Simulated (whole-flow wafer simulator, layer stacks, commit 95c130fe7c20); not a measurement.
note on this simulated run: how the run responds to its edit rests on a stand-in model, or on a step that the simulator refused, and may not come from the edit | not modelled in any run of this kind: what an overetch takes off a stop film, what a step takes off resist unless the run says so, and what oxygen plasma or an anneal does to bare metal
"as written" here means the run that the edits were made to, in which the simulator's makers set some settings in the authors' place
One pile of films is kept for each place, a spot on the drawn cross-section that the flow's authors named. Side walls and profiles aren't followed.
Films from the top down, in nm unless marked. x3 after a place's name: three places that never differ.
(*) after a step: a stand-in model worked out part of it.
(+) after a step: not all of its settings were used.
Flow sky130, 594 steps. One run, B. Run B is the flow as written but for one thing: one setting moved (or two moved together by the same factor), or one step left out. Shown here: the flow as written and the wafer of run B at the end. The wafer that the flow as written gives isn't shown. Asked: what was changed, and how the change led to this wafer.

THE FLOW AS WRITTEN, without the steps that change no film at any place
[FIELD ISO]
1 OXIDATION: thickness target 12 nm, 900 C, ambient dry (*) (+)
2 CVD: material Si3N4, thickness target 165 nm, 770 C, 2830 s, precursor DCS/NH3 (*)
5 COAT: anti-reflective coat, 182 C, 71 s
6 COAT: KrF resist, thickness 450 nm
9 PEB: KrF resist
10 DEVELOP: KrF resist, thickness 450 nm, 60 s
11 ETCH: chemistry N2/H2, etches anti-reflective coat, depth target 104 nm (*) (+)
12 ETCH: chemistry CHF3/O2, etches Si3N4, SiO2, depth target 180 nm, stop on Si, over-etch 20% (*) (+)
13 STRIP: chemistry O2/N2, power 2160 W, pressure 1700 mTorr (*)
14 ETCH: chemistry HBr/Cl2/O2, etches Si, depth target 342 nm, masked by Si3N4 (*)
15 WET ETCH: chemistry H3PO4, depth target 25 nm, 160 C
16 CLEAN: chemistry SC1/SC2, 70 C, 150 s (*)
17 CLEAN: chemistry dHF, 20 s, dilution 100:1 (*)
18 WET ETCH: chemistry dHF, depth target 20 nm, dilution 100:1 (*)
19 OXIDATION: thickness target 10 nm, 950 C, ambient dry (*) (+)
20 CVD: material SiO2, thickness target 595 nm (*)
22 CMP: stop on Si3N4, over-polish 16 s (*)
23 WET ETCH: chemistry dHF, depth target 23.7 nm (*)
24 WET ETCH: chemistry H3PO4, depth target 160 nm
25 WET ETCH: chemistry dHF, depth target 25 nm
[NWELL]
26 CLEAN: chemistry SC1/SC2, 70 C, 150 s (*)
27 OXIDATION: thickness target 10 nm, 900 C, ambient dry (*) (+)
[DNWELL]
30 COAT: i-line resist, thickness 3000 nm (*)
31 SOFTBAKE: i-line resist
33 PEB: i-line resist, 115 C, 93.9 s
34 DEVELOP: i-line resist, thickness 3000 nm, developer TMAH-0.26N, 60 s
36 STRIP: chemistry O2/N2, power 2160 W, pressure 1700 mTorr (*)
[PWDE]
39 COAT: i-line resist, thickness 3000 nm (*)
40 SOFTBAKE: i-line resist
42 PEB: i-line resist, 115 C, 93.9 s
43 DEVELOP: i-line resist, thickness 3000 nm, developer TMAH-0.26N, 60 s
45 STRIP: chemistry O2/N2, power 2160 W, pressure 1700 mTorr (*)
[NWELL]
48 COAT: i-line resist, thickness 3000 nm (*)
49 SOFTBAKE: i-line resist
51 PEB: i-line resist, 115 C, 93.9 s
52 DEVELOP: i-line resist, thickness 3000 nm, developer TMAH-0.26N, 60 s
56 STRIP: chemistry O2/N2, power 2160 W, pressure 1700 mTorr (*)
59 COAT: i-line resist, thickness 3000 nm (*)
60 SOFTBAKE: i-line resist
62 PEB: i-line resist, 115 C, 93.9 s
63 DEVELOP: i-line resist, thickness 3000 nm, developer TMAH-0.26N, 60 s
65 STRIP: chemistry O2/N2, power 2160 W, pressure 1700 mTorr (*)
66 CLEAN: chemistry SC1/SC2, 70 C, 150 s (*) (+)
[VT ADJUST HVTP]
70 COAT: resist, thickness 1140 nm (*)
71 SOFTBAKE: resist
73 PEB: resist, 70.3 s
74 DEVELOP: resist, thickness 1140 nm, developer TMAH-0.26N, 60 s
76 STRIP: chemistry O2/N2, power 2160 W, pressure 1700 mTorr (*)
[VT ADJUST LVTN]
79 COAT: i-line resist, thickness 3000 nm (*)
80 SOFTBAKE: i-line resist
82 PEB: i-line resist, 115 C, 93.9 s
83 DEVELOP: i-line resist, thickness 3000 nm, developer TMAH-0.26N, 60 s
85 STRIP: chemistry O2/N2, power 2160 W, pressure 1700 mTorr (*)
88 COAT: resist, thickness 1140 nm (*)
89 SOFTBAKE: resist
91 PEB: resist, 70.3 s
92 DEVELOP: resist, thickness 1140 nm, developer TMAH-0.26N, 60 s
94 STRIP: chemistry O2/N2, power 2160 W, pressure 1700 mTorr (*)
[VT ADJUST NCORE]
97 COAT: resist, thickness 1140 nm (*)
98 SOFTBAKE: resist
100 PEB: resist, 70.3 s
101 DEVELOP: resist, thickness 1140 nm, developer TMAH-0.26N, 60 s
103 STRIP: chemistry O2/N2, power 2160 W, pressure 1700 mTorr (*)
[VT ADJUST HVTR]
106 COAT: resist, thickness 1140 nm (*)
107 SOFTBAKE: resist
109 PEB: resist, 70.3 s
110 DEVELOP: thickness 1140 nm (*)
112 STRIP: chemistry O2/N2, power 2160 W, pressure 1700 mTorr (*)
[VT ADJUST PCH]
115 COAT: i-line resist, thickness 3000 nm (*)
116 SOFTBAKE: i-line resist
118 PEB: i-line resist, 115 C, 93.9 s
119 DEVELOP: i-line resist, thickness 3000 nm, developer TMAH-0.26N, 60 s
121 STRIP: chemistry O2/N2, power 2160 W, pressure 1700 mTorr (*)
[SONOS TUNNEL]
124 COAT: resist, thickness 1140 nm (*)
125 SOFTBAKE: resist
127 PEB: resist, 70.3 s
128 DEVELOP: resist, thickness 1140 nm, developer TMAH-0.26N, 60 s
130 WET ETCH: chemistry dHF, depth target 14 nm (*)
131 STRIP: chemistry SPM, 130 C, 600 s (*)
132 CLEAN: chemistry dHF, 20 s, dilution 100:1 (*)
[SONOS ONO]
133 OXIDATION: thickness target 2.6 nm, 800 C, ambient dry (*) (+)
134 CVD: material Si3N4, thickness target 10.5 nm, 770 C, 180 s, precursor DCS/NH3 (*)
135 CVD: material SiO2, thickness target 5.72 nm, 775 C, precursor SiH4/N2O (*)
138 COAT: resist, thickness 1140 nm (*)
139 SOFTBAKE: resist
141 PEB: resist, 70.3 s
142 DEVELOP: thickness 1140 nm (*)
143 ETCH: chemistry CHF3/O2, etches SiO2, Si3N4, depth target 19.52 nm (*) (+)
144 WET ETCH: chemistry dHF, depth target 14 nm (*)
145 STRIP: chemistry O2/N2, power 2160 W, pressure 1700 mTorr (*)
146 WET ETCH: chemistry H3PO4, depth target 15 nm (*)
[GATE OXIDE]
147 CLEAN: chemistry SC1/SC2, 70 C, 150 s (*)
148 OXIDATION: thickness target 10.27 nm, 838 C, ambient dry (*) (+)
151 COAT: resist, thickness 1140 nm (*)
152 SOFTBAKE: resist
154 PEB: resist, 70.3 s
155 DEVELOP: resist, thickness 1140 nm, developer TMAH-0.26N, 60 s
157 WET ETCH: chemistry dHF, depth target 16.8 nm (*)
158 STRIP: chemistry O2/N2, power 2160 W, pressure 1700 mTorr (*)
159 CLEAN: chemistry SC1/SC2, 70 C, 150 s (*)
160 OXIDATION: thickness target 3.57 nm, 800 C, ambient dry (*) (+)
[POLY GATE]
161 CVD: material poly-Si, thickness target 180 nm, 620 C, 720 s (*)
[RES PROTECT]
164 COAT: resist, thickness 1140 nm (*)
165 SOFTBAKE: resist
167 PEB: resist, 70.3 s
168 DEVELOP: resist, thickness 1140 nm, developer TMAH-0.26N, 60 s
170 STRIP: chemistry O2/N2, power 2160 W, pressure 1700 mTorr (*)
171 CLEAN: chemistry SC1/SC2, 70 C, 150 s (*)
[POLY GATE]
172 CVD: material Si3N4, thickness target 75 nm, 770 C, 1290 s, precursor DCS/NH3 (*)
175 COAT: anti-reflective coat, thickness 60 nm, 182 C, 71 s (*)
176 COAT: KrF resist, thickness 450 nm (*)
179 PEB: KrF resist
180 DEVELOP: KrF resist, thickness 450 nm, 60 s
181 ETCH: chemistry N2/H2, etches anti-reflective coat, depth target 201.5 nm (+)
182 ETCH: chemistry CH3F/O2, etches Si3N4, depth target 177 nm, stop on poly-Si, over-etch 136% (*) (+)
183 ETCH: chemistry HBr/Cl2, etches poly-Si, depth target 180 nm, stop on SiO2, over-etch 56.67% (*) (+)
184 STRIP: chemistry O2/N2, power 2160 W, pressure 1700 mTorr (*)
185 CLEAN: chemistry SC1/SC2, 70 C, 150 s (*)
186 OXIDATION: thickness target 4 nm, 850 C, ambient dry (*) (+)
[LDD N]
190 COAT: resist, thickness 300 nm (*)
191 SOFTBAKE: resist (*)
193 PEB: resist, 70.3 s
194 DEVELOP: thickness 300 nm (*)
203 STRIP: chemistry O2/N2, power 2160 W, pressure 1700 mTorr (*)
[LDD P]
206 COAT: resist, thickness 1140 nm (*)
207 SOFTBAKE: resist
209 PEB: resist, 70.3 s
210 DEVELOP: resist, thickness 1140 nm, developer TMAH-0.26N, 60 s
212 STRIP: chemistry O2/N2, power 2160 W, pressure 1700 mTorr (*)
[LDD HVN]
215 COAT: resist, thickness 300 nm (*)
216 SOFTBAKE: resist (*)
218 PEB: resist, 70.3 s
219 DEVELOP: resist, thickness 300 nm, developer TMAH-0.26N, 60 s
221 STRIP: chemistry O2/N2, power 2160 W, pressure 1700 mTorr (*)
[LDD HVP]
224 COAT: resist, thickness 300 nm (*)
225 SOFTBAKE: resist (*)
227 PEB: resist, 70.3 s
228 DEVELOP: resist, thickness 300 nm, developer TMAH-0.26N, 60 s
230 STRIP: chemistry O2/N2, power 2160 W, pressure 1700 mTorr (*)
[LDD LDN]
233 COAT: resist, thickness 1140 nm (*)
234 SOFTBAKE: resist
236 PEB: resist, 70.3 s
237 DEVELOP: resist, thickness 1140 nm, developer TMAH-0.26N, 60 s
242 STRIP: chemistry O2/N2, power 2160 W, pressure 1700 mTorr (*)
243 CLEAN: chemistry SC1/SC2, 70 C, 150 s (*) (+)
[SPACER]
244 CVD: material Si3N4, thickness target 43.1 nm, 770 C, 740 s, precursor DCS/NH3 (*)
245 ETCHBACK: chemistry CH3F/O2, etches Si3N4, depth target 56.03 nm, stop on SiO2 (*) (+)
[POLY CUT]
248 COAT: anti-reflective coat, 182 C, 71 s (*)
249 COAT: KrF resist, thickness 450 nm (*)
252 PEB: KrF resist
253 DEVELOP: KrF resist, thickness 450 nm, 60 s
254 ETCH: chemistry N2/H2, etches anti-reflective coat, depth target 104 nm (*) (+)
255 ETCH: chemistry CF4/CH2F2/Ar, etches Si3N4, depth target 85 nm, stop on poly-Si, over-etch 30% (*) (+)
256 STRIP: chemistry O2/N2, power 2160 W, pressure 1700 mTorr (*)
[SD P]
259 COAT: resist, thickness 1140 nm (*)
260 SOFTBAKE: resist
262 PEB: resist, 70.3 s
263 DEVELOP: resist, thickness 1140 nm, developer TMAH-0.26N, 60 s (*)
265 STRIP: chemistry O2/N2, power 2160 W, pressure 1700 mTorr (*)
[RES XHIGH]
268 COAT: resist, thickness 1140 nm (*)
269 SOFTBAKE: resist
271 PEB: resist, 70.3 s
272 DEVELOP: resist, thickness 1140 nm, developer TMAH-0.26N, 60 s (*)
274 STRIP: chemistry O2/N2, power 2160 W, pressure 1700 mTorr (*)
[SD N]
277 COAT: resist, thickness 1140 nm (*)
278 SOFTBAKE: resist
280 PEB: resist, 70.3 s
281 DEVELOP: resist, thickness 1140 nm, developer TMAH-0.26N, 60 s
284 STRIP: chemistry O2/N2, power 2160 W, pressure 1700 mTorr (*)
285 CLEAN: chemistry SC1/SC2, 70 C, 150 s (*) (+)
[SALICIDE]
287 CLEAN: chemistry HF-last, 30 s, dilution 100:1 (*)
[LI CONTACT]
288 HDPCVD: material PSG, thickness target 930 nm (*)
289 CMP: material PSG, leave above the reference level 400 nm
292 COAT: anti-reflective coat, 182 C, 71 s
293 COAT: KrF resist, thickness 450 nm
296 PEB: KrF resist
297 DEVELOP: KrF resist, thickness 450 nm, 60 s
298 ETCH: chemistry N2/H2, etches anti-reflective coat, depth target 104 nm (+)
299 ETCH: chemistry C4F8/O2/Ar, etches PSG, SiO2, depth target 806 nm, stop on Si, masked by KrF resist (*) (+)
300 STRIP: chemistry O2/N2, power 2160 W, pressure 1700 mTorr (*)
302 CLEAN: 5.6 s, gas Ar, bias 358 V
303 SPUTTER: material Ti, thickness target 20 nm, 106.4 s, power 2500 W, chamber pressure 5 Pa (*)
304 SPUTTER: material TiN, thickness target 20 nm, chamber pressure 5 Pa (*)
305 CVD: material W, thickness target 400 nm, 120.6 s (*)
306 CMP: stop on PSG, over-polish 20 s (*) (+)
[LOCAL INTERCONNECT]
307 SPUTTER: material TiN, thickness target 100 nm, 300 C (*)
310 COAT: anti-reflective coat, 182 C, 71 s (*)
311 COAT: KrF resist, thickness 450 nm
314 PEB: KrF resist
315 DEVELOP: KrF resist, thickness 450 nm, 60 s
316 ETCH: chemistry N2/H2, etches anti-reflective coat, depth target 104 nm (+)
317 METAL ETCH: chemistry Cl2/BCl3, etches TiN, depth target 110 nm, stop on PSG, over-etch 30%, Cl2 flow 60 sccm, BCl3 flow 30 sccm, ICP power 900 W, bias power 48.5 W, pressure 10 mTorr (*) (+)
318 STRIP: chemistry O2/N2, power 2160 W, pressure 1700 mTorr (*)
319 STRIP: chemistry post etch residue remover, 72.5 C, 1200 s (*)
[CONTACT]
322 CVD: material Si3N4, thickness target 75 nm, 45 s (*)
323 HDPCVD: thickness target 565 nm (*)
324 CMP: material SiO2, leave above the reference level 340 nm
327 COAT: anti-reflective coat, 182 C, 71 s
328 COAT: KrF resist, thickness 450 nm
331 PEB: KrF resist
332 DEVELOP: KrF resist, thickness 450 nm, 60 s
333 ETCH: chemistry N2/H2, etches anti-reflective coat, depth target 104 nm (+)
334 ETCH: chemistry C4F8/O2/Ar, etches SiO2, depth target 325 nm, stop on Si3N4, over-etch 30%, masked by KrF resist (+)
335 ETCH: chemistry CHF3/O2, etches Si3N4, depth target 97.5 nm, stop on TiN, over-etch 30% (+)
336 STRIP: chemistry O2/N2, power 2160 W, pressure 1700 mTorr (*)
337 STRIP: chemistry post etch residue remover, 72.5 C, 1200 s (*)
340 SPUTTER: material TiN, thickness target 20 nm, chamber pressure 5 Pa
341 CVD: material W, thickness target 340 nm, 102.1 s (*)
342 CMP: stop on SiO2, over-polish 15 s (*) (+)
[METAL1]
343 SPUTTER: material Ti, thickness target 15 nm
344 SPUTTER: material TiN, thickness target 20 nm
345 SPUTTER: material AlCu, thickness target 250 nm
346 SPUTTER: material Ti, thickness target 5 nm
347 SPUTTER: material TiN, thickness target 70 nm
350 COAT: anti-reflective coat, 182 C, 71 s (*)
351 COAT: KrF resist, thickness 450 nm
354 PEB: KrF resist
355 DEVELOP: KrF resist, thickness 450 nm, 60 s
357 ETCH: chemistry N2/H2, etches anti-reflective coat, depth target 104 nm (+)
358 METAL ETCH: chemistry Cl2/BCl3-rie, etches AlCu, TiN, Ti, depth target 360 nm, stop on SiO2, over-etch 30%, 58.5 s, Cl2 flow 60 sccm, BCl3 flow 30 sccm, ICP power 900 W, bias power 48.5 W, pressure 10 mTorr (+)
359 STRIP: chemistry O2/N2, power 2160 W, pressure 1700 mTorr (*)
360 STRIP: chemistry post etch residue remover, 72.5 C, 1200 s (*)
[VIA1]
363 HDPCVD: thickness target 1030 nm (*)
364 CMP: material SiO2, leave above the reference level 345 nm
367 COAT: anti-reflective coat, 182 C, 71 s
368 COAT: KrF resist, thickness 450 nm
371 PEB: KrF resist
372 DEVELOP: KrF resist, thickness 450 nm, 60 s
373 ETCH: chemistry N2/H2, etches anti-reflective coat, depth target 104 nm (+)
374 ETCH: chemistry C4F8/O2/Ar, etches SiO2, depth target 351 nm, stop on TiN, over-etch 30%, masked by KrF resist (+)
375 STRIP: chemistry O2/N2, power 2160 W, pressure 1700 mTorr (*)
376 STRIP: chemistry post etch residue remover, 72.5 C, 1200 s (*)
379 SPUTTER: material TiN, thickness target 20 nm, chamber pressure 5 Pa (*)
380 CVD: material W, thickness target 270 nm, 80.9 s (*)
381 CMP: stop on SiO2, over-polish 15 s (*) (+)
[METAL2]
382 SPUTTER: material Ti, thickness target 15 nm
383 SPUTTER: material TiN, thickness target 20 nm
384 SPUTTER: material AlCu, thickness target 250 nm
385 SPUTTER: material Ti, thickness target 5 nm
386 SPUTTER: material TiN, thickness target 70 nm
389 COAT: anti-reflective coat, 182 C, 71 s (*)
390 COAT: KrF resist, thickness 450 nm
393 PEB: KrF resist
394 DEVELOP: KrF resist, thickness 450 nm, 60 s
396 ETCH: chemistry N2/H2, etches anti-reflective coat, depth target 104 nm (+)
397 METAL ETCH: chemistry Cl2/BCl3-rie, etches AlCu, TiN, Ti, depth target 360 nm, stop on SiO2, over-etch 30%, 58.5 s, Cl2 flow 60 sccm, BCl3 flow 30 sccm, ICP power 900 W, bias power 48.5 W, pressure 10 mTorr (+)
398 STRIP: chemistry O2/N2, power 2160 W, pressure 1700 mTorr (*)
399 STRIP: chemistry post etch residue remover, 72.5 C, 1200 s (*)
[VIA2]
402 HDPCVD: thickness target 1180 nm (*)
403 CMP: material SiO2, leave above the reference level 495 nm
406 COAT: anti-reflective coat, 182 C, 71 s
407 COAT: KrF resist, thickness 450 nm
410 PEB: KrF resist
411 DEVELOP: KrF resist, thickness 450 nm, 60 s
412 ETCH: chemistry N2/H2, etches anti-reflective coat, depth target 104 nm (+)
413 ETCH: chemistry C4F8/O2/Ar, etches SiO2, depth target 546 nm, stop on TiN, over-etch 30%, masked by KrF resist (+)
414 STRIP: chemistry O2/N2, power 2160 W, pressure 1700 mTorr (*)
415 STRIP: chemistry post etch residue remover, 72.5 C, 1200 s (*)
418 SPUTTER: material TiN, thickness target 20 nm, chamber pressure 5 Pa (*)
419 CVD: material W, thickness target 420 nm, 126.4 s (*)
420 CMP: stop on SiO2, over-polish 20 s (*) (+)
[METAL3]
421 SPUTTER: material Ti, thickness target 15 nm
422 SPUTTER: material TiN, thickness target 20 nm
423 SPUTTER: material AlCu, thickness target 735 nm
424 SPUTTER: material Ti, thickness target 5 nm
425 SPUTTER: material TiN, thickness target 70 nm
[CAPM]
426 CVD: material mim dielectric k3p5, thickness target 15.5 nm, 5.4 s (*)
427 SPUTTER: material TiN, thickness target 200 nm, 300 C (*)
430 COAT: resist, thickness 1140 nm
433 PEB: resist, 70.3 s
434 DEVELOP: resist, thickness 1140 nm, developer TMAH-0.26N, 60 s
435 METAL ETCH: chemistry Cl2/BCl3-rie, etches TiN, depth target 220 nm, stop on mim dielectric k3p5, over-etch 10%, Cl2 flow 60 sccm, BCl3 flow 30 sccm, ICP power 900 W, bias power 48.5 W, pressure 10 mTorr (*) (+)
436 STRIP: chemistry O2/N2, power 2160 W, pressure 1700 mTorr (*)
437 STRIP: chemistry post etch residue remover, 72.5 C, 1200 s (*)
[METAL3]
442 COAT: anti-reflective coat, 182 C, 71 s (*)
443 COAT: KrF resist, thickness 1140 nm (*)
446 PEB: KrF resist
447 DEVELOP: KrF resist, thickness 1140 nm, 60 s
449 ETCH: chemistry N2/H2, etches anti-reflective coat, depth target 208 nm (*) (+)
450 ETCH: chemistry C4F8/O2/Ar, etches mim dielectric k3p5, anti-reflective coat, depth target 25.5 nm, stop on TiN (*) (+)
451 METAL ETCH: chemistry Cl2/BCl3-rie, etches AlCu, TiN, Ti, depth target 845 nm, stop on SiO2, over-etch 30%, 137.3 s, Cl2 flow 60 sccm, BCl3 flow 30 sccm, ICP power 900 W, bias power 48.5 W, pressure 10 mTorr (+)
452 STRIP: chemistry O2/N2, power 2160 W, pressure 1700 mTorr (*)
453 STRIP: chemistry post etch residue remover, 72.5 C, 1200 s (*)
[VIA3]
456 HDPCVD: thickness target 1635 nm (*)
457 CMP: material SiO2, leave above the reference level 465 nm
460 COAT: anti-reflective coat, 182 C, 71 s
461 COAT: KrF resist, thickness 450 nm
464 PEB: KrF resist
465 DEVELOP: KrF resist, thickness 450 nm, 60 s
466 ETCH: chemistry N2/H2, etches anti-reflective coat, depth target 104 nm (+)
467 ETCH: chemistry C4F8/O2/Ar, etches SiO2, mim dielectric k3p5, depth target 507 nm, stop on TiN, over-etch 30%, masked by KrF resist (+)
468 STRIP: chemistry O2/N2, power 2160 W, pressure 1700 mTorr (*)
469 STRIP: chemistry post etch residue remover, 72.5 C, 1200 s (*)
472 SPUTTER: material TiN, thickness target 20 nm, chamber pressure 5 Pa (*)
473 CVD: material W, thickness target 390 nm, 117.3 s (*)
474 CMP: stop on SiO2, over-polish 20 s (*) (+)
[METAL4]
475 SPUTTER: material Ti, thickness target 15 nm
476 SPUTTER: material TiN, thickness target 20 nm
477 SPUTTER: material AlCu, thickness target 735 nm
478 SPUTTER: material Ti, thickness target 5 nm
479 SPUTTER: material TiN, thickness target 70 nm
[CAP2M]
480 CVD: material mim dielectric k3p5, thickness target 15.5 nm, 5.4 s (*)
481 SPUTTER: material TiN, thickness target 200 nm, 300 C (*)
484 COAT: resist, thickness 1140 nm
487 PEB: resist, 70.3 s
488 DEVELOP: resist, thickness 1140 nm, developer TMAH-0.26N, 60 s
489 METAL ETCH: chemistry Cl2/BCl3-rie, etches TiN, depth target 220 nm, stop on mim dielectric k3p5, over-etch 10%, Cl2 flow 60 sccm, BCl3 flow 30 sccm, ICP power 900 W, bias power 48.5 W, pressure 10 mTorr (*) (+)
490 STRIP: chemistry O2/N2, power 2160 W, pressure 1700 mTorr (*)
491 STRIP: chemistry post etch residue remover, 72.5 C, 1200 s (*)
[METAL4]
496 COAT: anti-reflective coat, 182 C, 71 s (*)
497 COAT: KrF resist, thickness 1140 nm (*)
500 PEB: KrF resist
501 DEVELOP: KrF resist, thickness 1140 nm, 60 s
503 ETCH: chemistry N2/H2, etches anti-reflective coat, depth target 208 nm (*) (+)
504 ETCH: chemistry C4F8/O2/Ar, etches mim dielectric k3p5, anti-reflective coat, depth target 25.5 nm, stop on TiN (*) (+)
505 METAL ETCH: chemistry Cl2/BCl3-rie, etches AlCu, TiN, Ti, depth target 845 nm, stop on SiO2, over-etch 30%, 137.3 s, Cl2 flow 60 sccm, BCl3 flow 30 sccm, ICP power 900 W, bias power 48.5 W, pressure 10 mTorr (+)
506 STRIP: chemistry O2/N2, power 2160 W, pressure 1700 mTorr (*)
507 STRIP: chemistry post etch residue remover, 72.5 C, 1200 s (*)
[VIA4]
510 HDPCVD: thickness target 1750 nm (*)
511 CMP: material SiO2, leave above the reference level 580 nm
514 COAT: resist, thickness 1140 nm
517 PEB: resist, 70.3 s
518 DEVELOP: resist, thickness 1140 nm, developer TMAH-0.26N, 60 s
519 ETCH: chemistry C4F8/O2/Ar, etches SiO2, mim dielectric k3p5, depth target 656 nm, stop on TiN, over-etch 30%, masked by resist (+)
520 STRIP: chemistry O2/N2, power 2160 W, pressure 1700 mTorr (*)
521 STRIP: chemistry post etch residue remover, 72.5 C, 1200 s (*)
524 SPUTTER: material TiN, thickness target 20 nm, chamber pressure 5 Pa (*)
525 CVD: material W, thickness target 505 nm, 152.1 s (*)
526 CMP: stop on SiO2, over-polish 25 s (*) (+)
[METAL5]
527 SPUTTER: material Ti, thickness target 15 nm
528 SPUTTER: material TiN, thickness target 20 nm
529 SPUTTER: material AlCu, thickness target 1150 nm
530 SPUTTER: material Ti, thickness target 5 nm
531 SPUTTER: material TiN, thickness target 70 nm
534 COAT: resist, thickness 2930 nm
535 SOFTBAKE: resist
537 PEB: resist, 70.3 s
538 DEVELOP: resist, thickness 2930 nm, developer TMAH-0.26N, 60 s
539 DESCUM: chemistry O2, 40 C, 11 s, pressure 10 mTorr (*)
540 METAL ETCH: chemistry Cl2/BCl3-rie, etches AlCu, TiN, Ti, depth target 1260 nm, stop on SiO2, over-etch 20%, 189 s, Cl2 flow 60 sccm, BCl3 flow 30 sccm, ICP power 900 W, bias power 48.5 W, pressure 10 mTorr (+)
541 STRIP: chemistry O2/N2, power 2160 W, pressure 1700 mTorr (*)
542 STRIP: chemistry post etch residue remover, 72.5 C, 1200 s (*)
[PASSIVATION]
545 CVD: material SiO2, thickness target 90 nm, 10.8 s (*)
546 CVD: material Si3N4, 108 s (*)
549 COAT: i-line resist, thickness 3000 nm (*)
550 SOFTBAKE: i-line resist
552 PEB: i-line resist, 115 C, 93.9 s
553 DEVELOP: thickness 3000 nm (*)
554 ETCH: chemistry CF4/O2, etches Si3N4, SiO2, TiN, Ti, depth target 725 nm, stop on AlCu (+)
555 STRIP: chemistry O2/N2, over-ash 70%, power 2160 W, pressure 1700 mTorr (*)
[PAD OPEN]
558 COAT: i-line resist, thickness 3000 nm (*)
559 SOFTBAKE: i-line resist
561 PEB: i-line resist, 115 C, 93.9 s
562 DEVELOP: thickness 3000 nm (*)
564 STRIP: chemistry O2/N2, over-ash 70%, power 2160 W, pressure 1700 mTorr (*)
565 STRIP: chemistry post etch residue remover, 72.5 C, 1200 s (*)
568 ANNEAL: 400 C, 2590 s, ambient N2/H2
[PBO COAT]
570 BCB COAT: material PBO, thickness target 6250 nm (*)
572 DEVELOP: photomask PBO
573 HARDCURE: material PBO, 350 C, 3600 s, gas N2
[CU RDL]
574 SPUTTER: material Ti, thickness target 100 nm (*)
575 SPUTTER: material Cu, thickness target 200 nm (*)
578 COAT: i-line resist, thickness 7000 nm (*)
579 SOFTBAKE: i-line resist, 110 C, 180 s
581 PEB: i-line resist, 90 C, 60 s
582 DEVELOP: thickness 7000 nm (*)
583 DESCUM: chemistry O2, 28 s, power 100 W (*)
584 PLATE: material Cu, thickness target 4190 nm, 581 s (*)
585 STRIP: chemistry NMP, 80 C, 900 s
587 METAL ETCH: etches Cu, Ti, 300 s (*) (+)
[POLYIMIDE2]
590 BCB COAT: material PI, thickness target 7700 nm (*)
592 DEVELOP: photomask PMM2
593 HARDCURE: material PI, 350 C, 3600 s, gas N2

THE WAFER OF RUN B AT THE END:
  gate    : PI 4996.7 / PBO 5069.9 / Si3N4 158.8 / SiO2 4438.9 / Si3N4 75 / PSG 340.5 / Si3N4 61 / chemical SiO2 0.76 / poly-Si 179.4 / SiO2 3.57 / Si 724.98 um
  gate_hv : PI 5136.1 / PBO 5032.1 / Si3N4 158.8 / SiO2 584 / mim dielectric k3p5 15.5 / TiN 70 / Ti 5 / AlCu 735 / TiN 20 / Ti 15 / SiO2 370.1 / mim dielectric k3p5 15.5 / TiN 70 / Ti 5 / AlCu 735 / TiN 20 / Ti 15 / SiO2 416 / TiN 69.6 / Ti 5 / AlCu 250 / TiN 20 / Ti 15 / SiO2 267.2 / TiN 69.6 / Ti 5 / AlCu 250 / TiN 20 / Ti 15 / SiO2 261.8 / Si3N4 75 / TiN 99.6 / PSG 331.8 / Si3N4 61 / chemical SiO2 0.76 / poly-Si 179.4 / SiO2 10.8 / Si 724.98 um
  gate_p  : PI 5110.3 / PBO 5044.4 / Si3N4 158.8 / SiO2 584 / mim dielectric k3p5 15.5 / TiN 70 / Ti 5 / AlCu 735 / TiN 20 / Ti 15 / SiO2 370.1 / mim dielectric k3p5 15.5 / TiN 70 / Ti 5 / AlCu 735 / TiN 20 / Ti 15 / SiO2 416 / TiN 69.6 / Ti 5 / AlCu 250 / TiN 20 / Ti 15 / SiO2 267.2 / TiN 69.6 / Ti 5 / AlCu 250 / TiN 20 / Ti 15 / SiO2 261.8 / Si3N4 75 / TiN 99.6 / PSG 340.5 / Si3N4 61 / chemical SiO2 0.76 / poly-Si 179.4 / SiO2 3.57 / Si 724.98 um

The cause: step 289, CMP: leave above the reference level 350 nm was run, where the flow has leave above the reference level 400 nm.

How the change led to this, step by step:
  289 CMP: material PSG, leave above the reference level 400 nm
      gate, spacer, gate_p and 34 more: PSG -580 (as written it would be: PSG -530)
      mim, vpp_sp, vpp_ln and 30 more: PSG -383.9 (as written it would be: PSG -333.9)
      (and at 122 more places)
  299 ETCH: chemistry C4F8/O2/Ar, etches PSG, SiO2, depth target 806 nm, stop on Si, masked by KrF resist (*) (+)
      contact, ndiff_licon, ndiff_licon_cpp: PSG -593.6 (all of it), SiO2 -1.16 (all of it) (as written it would be: PSG -643.6 (all of it), SiO2 -1.16 (all of it))
      poly_licon, rpo_hd_licon: PSG -361.7 (all of it) (as written it would be: PSG -411.7 (all of it))
  303 SPUTTER: material Ti, thickness target 20 nm, 106.4 s, power 2500 W, chamber pressure 5 Pa (*)
      ndiff_licon: Ti +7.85 (new film) (as written it would be: Ti +7.24 (new film))
      ndiff_licon_cpp: Ti +7.06 (new film) (as written it would be: Ti +6.53 (new film))
      (and at 1 more place)
  304 SPUTTER: material TiN, thickness target 20 nm, chamber pressure 5 Pa (*)
      ndiff_licon: TiN +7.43 (new film) (as written it would be: TiN +6.83 (new film))
      ndiff_licon_cpp: TiN +6.7 (new film) (as written it would be: TiN +6.17 (new film))
      (and at 1 more place)
  305 CVD: material W, thickness target 400 nm, 120.6 s (*)
      ndiff_licon: W +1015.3 (new film) (as written it would be: W +1066.5 (new film))
      ndiff_licon_cpp: W +1016.9 (new film) (as written it would be: W +1067.9 (new film))
      (and at 1 more place)
  306 CMP: stop on PSG, over-polish 20 s (*) (+)
      poly_licon: W -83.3 (as written it would be: W -33.3)
